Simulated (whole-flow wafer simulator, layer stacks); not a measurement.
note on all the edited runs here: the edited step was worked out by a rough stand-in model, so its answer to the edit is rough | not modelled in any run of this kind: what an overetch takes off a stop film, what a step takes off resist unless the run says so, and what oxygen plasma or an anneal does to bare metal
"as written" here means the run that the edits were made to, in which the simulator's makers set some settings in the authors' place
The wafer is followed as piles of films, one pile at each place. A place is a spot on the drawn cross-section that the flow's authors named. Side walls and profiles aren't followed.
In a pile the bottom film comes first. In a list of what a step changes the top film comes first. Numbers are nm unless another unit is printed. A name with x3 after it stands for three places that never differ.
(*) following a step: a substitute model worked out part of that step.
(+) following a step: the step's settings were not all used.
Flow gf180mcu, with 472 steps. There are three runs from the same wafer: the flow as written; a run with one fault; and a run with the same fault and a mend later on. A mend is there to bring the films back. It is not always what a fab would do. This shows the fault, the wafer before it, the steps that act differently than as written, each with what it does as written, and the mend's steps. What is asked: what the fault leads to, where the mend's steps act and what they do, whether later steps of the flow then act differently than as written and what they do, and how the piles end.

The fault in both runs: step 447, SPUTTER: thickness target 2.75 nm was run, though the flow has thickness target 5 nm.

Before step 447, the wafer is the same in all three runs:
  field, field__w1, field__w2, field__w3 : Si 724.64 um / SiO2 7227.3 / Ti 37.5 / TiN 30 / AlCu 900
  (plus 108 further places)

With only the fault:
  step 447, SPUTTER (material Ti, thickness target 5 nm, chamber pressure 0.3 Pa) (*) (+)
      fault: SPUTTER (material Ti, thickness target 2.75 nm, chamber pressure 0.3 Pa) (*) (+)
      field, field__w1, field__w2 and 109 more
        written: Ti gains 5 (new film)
        fault: Ti gains 2.75 (new film)
  Later steps of the flow acting differently than as written (4 more steps, not shown, differ only slightly: by at most 2% or 0.5 nm, whichever is larger):
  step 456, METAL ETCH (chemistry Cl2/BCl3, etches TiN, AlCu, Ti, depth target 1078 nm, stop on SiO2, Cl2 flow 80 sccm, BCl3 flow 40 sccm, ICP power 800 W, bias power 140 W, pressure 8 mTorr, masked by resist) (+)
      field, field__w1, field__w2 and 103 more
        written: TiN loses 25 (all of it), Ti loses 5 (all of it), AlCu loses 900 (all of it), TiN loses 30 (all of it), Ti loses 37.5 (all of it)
        fault: TiN loses 25 (all of it), Ti loses 2.75 (all of it), AlCu loses 900 (all of it), TiN loses 30 (all of it), Ti loses 37.5 (all of it)
  The piles end different from the flow's at field__w8, contact, m1, m1__w1, pad, m1_nw by more than 2% or 0.5 nm, whichever is larger.
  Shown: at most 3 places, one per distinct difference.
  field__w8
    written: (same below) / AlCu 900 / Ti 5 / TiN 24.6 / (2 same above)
    fault: (same below) / AlCu 900 / Ti 2.75 / TiN 24.6 / (2 same above)
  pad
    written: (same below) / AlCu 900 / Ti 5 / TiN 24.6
    fault: (same below) / AlCu 900 / Ti 2.75 / TiN 24.6

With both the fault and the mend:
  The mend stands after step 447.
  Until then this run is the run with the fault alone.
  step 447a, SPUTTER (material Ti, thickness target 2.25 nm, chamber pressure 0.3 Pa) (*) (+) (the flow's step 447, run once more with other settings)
      field, field__w1, field__w2 and 109 more
        Ti gains 2.25
  None of the later steps of the flow acts differently than as written at any place that is followed.
  The piles end the same as the flow's at every place that both follow.
